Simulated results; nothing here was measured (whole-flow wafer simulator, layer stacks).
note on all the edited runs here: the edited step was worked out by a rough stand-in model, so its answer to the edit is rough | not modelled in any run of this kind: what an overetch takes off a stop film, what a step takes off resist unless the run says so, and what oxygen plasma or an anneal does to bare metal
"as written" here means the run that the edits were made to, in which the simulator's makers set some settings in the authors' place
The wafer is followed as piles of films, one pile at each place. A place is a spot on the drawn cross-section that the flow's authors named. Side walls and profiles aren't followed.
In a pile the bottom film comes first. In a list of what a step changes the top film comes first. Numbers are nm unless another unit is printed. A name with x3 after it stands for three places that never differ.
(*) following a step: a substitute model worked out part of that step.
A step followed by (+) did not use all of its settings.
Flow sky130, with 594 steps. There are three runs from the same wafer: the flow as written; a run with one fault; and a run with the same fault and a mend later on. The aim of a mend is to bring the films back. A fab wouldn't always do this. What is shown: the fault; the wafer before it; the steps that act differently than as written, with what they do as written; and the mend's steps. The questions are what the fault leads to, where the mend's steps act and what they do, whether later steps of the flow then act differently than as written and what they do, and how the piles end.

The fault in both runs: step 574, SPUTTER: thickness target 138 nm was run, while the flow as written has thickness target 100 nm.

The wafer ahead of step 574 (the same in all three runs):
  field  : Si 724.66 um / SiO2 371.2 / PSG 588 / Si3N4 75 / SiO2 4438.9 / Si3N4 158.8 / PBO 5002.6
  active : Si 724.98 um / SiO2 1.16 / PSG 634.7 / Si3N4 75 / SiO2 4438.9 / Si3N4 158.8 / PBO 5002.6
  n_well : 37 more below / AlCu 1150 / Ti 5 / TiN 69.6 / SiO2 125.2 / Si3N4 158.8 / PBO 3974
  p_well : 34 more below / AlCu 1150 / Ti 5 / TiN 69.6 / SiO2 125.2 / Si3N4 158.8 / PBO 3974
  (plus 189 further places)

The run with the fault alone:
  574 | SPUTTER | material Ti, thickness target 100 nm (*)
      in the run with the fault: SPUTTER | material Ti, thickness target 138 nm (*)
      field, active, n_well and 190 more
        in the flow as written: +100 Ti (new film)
        in the run with the fault: +138 Ti (new film)
  Later steps of the flow acting differently than as written (7 more steps, not shown, differ only slightly: by at most 2% or 0.5 nm, whichever is larger):
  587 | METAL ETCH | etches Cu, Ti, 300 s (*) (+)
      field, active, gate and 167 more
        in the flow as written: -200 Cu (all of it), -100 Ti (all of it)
        in the run with the fault: -200 Cu (all of it), -138 Ti (all of it)
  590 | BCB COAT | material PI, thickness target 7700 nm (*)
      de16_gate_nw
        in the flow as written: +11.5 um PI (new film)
        in the run with the fault: +11.54 um PI (new film)
  By the end, the piles at n_well, p_well, sd_n and 20 more depart from the flow's by more than 2% or 0.5 nm, whichever is larger.
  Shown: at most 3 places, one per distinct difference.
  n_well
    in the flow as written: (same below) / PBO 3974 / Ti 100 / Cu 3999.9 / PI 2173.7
    in the run with the fault: (same below) / PBO 3974 / Ti 138 / Cu 3999.9 / PI 2149
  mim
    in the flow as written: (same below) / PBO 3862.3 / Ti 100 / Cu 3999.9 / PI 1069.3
    in the run with the fault: (same below) / PBO 3862.3 / Ti 138 / Cu 3999.9 / PI 1033.8
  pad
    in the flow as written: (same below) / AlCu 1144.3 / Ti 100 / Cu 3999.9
    in the run with the fault: (same below) / AlCu 1144.3 / Ti 138 / Cu 3999.9

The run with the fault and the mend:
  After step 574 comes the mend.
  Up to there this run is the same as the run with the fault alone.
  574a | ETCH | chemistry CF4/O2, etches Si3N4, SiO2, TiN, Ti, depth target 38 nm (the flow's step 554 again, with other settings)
      field, active, n_well and 190 more
        -38 Ti
  Later steps of the flow that are run all act as written at every place that is followed, up to a difference of at most 2% or 0.5 nm, whichever is larger.
  At every place that both follow, the piles at the end match the flow's.
